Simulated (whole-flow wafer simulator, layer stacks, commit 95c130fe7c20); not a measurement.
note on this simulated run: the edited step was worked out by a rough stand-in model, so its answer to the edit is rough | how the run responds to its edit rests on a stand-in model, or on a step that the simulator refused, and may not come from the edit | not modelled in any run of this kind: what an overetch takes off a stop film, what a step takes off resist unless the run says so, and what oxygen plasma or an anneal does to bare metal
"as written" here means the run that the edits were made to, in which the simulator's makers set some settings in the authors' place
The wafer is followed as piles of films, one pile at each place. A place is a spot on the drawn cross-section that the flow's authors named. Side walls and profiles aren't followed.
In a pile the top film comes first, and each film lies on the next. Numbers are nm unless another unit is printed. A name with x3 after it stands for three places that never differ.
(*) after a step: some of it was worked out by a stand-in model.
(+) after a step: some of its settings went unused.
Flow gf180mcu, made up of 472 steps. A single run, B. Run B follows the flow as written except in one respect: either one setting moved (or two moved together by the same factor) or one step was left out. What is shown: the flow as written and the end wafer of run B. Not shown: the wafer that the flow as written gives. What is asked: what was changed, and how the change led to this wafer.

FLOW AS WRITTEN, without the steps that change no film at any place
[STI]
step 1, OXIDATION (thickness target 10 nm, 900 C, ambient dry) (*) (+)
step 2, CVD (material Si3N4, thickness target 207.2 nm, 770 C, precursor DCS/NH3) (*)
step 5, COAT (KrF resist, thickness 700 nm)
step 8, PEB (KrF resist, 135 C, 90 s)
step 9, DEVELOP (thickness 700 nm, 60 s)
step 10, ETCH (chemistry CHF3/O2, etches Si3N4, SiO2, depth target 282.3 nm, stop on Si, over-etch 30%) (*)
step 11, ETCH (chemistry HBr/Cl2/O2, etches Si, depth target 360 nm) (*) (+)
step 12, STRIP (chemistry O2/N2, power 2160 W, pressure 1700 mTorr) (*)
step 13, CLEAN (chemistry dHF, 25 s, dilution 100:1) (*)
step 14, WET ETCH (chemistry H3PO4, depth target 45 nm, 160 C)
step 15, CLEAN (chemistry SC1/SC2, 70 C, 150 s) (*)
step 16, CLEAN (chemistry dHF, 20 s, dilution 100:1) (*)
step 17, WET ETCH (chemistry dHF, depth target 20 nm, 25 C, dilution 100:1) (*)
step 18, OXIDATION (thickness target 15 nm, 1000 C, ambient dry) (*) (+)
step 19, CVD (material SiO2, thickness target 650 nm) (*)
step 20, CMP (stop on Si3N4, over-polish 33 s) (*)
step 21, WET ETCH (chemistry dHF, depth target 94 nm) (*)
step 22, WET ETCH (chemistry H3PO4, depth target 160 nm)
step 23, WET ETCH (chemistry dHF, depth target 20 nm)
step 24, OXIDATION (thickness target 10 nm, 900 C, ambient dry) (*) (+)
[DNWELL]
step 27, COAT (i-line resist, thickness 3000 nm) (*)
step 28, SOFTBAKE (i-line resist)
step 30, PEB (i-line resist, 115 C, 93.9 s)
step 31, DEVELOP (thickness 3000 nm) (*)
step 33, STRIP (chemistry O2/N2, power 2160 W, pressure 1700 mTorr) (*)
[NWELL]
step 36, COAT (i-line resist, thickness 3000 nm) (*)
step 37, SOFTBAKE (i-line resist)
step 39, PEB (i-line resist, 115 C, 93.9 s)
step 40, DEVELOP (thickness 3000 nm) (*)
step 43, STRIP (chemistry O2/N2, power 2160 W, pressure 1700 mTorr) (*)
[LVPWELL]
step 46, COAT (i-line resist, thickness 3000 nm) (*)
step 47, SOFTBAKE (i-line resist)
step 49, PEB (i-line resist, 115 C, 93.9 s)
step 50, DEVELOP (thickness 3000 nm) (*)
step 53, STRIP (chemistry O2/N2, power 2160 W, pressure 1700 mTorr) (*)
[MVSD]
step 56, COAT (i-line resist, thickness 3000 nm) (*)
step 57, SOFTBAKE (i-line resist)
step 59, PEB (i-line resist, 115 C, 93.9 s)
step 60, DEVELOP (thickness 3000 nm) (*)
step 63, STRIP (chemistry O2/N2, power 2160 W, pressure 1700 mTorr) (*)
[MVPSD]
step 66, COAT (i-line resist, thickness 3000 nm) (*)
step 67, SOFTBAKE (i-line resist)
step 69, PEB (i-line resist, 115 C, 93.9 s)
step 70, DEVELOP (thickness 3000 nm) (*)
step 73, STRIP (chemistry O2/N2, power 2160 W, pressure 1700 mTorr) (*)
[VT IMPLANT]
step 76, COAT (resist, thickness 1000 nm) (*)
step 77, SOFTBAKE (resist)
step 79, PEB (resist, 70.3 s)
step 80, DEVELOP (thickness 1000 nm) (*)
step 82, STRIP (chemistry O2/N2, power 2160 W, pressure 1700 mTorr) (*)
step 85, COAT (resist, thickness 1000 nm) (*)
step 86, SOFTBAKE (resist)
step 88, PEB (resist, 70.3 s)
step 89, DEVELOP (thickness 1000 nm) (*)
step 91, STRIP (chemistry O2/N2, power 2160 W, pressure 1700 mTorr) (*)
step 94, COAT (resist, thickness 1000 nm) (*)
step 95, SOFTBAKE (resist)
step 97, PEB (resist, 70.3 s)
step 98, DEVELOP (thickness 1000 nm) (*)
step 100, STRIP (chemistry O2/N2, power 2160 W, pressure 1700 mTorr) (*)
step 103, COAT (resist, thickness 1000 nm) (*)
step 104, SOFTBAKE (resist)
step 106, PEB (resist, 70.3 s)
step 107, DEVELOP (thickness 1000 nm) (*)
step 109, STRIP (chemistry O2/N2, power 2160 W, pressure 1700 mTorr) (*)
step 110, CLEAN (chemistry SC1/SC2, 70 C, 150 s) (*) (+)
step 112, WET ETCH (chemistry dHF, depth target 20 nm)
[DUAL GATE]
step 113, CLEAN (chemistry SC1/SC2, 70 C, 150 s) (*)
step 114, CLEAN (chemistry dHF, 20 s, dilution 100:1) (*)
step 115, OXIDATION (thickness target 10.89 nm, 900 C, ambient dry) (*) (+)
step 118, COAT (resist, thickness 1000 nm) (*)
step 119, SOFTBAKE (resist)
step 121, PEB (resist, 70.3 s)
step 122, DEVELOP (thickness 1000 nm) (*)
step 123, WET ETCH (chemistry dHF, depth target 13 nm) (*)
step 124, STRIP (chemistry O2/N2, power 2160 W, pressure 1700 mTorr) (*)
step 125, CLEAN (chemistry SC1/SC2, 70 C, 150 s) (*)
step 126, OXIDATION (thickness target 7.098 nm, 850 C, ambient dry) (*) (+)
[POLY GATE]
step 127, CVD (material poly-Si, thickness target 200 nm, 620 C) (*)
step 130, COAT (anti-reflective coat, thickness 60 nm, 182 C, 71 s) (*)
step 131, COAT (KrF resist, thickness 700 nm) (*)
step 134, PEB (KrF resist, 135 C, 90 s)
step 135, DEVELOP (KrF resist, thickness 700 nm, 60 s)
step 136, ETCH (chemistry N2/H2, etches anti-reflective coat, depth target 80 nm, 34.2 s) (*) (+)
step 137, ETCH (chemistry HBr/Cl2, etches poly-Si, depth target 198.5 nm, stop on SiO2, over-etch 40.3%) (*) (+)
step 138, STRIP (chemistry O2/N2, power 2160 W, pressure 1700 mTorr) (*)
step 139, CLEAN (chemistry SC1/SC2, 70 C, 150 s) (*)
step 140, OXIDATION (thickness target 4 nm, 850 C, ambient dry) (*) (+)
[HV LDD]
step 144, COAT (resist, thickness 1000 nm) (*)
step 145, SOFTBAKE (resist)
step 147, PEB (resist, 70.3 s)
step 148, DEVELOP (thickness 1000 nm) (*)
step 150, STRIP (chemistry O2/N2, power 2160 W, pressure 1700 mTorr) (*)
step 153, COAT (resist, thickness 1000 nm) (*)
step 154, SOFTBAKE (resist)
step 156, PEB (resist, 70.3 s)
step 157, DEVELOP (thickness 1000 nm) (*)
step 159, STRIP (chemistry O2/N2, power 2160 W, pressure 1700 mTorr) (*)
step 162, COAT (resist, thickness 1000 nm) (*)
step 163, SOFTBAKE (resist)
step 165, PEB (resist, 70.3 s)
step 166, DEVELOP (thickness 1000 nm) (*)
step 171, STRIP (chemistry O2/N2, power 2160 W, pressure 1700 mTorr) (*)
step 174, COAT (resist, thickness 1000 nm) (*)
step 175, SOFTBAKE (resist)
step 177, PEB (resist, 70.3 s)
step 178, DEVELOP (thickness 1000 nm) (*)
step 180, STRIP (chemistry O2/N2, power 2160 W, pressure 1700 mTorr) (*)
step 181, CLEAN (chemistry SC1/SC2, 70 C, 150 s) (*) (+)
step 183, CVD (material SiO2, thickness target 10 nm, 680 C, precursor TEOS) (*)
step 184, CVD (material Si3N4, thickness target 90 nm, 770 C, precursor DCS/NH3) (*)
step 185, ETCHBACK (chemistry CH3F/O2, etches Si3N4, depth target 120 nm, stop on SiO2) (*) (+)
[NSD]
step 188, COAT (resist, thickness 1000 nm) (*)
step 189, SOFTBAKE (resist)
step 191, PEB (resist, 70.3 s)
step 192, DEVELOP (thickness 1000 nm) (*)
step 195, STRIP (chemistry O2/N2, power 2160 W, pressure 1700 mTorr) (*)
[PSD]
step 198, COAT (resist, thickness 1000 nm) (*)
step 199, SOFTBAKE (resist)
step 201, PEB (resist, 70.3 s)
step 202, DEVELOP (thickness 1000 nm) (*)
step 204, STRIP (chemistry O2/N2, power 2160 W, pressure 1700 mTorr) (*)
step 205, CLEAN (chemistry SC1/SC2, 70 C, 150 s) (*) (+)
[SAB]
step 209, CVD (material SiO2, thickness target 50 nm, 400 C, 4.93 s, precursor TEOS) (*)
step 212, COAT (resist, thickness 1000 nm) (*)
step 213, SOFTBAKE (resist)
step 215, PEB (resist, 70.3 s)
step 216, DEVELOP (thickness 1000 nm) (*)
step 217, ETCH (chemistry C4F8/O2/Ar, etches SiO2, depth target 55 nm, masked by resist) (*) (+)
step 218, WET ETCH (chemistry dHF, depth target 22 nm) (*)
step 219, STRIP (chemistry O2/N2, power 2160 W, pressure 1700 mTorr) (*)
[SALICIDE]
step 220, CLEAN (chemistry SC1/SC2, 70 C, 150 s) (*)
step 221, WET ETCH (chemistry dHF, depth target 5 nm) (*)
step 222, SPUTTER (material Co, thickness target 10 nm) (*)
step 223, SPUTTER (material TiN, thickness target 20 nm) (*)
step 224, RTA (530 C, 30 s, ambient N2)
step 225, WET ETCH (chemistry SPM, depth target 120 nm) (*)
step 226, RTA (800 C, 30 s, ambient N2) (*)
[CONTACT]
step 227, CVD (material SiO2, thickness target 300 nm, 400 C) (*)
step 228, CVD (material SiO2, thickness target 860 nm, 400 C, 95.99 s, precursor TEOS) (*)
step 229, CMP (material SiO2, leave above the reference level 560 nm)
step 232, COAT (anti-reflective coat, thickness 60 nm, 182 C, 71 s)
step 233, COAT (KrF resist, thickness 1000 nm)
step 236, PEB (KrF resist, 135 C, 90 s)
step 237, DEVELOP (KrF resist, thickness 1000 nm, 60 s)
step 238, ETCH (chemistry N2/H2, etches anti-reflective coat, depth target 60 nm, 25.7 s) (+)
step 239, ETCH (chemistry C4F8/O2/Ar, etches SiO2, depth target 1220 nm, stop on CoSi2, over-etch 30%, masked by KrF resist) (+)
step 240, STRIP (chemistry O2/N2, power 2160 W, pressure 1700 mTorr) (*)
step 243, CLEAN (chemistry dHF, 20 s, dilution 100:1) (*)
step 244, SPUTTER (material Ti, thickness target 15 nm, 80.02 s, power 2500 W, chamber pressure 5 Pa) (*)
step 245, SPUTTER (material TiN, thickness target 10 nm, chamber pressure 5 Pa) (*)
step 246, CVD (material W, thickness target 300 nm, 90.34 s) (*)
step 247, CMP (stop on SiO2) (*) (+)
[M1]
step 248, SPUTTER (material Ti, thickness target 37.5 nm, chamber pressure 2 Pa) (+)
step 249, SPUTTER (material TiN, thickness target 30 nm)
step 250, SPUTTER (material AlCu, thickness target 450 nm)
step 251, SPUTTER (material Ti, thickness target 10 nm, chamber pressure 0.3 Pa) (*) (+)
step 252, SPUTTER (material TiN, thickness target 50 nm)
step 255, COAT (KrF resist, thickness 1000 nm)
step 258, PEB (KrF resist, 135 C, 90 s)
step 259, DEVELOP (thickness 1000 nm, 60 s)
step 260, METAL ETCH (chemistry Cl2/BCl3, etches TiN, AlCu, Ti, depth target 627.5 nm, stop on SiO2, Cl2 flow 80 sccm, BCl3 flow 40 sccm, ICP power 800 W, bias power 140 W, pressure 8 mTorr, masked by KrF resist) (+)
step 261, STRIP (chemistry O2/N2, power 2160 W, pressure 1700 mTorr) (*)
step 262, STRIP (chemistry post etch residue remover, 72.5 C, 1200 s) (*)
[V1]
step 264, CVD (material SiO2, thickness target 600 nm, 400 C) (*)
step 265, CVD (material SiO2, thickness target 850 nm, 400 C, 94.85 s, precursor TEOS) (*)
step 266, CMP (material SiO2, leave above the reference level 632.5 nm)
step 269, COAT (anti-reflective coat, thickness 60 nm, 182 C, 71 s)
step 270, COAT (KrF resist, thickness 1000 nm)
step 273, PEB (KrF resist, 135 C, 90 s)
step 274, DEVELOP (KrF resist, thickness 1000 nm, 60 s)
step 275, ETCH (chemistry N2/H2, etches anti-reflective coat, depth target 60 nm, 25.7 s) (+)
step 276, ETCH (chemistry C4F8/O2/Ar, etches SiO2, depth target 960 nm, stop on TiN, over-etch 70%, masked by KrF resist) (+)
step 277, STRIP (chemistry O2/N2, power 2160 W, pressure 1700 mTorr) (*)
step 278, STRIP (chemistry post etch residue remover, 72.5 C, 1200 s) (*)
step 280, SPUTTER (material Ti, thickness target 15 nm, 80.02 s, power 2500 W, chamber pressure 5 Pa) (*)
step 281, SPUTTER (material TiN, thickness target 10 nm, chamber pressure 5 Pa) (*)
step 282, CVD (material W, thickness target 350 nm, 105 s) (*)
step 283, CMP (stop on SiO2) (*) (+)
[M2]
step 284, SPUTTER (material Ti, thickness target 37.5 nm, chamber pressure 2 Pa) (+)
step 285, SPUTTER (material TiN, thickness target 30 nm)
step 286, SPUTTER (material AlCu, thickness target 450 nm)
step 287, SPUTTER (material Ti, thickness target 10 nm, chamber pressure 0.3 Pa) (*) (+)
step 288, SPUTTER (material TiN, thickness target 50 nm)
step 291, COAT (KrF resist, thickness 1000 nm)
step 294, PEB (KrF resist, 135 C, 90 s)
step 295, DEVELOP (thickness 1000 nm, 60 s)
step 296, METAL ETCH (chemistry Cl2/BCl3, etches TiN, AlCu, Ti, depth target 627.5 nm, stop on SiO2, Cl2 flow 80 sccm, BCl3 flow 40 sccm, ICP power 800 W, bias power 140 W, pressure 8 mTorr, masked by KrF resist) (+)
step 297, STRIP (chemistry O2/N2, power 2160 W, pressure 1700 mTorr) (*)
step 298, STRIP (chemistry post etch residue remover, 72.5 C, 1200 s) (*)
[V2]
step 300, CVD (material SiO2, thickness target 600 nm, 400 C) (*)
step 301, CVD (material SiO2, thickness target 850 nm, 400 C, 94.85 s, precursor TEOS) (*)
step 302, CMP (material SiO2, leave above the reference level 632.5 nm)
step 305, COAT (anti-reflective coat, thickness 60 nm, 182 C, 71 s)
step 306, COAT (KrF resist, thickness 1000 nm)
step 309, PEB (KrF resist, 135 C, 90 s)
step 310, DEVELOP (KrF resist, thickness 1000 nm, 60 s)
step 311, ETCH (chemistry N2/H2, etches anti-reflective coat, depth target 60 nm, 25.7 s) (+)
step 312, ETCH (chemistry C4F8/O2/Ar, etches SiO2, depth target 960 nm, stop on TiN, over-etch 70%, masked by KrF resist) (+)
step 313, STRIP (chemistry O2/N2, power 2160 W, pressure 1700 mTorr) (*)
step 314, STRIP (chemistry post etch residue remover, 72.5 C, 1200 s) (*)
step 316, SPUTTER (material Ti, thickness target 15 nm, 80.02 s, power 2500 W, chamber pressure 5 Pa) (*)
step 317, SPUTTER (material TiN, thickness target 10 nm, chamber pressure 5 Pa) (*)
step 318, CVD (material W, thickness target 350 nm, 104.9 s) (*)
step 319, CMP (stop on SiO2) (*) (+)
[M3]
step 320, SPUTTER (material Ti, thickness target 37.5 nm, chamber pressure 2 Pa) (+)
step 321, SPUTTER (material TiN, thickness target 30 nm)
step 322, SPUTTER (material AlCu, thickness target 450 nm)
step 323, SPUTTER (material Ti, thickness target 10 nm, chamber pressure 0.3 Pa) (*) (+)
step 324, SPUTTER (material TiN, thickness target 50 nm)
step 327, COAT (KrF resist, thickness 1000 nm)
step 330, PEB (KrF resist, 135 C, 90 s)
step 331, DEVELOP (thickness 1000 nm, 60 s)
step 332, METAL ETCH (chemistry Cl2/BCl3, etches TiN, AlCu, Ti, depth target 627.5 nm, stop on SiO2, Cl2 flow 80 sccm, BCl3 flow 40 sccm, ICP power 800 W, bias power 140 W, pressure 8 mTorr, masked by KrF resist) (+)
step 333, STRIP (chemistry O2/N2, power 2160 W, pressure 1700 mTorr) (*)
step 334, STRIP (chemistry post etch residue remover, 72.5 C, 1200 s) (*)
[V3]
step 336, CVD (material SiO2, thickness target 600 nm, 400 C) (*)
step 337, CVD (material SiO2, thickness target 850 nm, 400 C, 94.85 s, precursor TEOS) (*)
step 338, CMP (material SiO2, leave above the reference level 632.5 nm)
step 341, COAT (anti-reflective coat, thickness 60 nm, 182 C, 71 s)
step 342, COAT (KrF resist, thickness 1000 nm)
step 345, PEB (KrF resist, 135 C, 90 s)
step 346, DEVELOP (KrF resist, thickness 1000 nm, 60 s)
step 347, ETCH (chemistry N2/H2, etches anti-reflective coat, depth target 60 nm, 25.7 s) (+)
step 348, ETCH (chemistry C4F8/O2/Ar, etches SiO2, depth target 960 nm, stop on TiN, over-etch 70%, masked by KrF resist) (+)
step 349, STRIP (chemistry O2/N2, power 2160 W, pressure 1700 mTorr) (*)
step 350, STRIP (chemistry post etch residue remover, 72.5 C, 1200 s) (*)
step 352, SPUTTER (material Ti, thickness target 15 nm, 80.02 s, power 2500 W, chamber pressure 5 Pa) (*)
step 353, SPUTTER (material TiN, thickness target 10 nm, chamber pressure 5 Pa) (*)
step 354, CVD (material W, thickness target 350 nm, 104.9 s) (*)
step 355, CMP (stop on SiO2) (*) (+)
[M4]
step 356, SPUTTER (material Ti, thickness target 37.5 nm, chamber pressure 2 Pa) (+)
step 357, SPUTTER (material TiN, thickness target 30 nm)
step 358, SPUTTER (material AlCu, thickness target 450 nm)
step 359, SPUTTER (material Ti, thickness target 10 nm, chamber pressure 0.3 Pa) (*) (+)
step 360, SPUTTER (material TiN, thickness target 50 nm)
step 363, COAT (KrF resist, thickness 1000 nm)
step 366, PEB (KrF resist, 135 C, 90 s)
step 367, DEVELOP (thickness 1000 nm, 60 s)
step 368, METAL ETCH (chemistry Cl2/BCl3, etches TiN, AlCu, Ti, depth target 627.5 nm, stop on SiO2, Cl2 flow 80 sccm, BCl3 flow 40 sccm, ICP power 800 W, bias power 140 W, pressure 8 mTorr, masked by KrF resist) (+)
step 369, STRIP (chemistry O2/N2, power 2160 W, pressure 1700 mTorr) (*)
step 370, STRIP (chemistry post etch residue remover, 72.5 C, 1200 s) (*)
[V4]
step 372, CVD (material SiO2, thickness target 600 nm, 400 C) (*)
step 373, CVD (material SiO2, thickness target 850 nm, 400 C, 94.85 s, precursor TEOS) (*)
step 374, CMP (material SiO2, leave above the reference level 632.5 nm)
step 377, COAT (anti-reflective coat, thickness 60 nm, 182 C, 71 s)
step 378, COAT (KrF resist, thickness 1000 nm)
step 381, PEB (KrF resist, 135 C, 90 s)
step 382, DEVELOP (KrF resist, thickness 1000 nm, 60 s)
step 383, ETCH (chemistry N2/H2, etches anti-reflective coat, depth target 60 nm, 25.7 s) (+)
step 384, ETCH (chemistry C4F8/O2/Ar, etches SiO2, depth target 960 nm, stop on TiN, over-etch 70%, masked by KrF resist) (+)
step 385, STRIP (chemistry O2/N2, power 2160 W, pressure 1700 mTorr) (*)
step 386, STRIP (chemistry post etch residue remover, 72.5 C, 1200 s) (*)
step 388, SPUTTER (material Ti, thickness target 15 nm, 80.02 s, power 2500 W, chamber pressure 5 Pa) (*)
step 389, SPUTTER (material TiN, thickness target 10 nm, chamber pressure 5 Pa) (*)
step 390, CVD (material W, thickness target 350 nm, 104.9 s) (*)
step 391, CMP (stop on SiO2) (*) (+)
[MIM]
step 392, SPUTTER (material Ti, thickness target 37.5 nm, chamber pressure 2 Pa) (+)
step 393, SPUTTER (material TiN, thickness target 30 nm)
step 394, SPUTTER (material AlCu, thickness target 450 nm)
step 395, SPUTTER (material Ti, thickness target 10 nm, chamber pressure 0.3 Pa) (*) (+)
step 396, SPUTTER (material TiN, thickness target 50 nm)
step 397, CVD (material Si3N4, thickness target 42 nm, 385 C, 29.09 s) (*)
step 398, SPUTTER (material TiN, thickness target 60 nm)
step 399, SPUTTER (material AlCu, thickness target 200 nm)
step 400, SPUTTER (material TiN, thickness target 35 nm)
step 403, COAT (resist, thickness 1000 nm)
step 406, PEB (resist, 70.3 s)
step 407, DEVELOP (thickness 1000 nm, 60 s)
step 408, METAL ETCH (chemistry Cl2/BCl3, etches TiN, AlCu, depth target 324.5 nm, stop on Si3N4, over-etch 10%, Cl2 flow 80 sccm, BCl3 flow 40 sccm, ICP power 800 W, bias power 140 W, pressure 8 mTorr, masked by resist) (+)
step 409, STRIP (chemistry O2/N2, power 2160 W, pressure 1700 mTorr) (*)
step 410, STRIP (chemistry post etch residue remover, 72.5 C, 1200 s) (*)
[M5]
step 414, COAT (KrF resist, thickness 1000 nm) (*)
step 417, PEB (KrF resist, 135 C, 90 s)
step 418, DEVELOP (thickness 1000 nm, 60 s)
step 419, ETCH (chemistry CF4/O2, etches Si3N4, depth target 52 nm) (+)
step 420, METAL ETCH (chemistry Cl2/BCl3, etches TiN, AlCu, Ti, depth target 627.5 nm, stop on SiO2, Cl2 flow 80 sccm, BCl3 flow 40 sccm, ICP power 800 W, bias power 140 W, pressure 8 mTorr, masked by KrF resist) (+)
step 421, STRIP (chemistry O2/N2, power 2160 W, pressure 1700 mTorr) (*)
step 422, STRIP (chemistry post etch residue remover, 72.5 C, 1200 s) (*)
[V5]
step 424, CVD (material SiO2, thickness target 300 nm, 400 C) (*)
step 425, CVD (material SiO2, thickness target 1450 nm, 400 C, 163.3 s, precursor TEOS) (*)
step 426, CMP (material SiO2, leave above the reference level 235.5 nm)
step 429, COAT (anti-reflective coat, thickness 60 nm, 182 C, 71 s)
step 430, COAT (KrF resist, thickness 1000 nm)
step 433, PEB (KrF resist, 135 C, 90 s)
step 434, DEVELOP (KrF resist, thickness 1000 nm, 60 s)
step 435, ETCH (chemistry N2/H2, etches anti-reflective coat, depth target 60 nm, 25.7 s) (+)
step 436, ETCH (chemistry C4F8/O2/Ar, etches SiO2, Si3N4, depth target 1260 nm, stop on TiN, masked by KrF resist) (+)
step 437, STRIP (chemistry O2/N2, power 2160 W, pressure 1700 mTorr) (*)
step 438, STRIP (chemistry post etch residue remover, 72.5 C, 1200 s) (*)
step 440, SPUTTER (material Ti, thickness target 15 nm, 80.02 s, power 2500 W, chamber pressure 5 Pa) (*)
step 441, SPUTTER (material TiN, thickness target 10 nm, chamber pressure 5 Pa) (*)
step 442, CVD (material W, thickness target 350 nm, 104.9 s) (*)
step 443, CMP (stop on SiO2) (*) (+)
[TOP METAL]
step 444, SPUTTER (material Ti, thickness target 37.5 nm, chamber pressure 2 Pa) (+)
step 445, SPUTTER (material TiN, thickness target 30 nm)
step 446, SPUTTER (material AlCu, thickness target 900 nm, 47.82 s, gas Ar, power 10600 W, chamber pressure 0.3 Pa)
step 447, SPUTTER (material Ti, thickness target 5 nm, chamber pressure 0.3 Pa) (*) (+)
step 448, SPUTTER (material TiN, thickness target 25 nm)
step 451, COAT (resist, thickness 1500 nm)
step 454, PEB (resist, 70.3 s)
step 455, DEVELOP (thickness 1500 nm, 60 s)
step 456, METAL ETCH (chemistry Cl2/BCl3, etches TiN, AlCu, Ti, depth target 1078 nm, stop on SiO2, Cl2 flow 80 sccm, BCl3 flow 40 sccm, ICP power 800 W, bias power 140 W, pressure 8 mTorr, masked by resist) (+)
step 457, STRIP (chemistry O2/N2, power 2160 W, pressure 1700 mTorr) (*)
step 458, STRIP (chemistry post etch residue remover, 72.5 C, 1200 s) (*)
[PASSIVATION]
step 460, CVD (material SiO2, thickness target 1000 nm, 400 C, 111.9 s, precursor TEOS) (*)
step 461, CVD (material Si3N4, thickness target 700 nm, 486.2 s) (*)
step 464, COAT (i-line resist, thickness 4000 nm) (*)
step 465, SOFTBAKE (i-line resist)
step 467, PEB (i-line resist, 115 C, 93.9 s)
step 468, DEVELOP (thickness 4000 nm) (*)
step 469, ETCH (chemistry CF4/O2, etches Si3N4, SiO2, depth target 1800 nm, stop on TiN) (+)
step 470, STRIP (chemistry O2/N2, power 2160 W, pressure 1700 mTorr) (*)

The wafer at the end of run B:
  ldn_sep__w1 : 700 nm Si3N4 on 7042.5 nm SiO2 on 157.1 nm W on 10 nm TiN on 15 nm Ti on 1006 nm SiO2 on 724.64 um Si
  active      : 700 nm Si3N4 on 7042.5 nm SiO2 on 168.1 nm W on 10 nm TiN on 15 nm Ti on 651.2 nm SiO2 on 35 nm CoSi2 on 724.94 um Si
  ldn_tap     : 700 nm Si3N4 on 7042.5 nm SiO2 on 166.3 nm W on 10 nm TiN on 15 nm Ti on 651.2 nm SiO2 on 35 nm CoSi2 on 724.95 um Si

The reason: step 228, CVD: thickness target 344 nm was run, though the flow has thickness target 860 nm; step 228, CVD: 38.4 s was run, where the flow has 95.99 s.

Step by step, how the change led to this:
  step 228, CVD (material SiO2, thickness target 860 nm, 400 C, 95.99 s, precursor TEOS) (*)
      field, field__w7, field__w8 and 70 more: +354.7 SiO2 (it would be, as written: +860 SiO2)
      field__w3, field__w12: +336.5 SiO2 (it would be, as written: +807.3 SiO2)
      (also at 36 further places)
  step 229, CMP (material SiO2, leave above the reference level 560 nm)
      ldn_sep__w1, ldn_sep__w2, ldn_dft and 8 more: nothing (it would be, as written: -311 SiO2)
      active, p_well, sd_n, iso_ptap_pw, iso_ntap_nw, iso_ptap_sub, vpnp_e: nothing (it would be, as written: -299.9 SiO2)
      (also at 93 further places)
  step 232, COAT (anti-reflective coat, thickness 60 nm, 182 C, 71 s)
      sti, mim_1p0, pad, dice_street: +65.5 anti-reflective coat (new film) (it would be, as written: +60 anti-reflective coat (new film))
      field__w6, ldn_acc: +50.2 anti-reflective coat (new film) (it would be, as written: +60 anti-reflective coat (new film))
      (also at 98 further places)
  step 233, COAT (KrF resist, thickness 1000 nm)
      field, nw_enc_fld_lv__w4: +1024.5 KrF resist (new film) (it would be, as written: +1000 KrF resist (new film))
      field__w1: +1036.7 KrF resist (new film) (it would be, as written: +1000 KrF resist (new film))
      (also at 72 further places)
  step 236, PEB (KrF resist, 135 C, 90 s)
      field__w5, field_sub__w2, field_sub__w5: -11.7 KrF resist (it would be, as written: -10.5 KrF resist)
      polyc_n_rim, gate_hv5, ldp_ch: -8.91 KrF resist (it would be, as written: -10.5 KrF resist)
      (also at 42 further places)
  step 237, DEVELOP (KrF resist, thickness 1000 nm, 60 s)
      contact: -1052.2 KrF resist (all of it) (it would be, as written: -989.5 KrF resist (all of it))
      polyc_n: -870.7 KrF resist (all of it) (it would be, as written: -989.5 KrF resist (all of it))
      (also at 1 further place)
  step 238, ETCH (chemistry N2/H2, etches anti-reflective coat, depth target 60 nm, 25.7 s) (+)
      polyc_n, polyc_p: -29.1 anti-reflective coat (all of it), -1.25 SiO2 (it would be, as written: -60 anti-reflective coat (all of it), -0.46 SiO2)
      contact: -40.4 anti-reflective coat (all of it), -0.97 SiO2 (it would be, as written: -60 anti-reflective coat (all of it), -0.46 SiO2)
  step 239, ETCH (chemistry C4F8/O2/Ar, etches SiO2, depth target 1220 nm, stop on CoSi2, over-etch 30%, masked by KrF resist) (+)
      field, field__w1, field__w2 and 105 more: -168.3 KrF resist (it would be, as written: -223.5 KrF resist)
      contact: -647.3 SiO2 (all of it) (it would be, as written: -859.5 SiO2 (all of it))
  step 240, STRIP (chemistry O2/N2, power 2160 W, pressure 1700 mTorr) (*)
      sti, mim_1p0, pad, dice_street: -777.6 KrF resist (all of it), -65.5 anti-reflective coat (all of it) (it would be, as written: -707.7 KrF resist (all of it), -60 anti-reflective coat (all of it))
      p_well, sd_n: -777.6 KrF resist (all of it), -62.4 anti-reflective coat (all of it) (it would be, as written: -707.7 KrF resist (all of it), -60 anti-reflective coat (all of it))
      (also at 102 further places)
  step 244, SPUTTER (material Ti, thickness target 15 nm, 80.02 s, power 2500 W, chamber pressure 5 Pa) (*)
      field__w3: +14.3 Ti (new film) (it would be, as written: +15 Ti (new film))
      field__w12: +13.3 Ti (new film) (it would be, as written: +15 Ti (new film))
      (also at 7 further places)
  step 245, SPUTTER (material TiN, thickness target 10 nm, chamber pressure 5 Pa) (*)
      field__w12: +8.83 TiN (new film) (it would be, as written: +10 TiN (new film))
      contact: +6.22 TiN (new film) (it would be, as written: +5.48 TiN (new film))
      (also at 5 further places)
  step 246, CVD (material W, thickness target 300 nm, 90.34 s) (*)
      contact: +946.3 W (new film) (it would be, as written: +1167.5 W (new film))
  step 247, CMP (stop on SiO2) (*) (+)
      gate, gate_hv, gate_p and 23 more: -300 W (all of it), -10 TiN (all of it), -15 Ti (all of it) (it would be, as written: -300 W (all of it), -10 TiN (all of it), -15 Ti (all of it), -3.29 SiO2)
      ldn_sep__w1, ldn_sep__w2, ldn_dft and 8 more: -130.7 W (it would be, as written: -300 W (all of it), -10 TiN (all of it), -15 Ti (all of it), -3.29 SiO2)
      (also at 72 further places)
  step 260, METAL ETCH (chemistry Cl2/BCl3, etches TiN, AlCu, Ti, depth target 627.5 nm, stop on SiO2, Cl2 flow 80 sccm, BCl3 flow 40 sccm, ICP power 800 W, bias power 140 W, pressure 8 mTorr, masked by KrF resist) (+)
      field, field__w1, field__w2 and 75 more: -50 TiN (all of it), -10 Ti (all of it), -450 AlCu (all of it), -30 TiN (all of it), -37.5 Ti (all of it), -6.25 W (it would be, as written: -50 TiN (all of it), -10 Ti (all of it), -450 AlCu (all of it), -30 TiN (all of it), -37.5 Ti (all of it))
  step 262, STRIP (chemistry post etch residue remover, 72.5 C, 1200 s) (*)
      field, field__w1, field__w2 and 75 more: -6.01 W (it would be, as written: nothing)
  step 264, CVD (material SiO2, thickness target 600 nm, 400 C) (*)
      field, field__w1, field__w2 and 75 more: +600 SiO2 (new film) (it would be, as written: +600 SiO2)
  step 266, CMP (material SiO2, leave above the reference level 632.5 nm)
      field, field__w1, field__w2 and 75 more: -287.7 SiO2 (it would be, as written: -300 SiO2)
With metal films that touch counted as one body, ldn_sep__w1 has 1 body; the flow as written gives 0 bodies.
With metal films that touch counted as one body, active has 2 bodies (between them, from the top down: SiO2 651.2); the flow as written gives 1 body.
With metal films that touch counted as one body, ldn_tap has 2 bodies (between them, from the top down: SiO2 651.2); the flow as written gives 1 body.
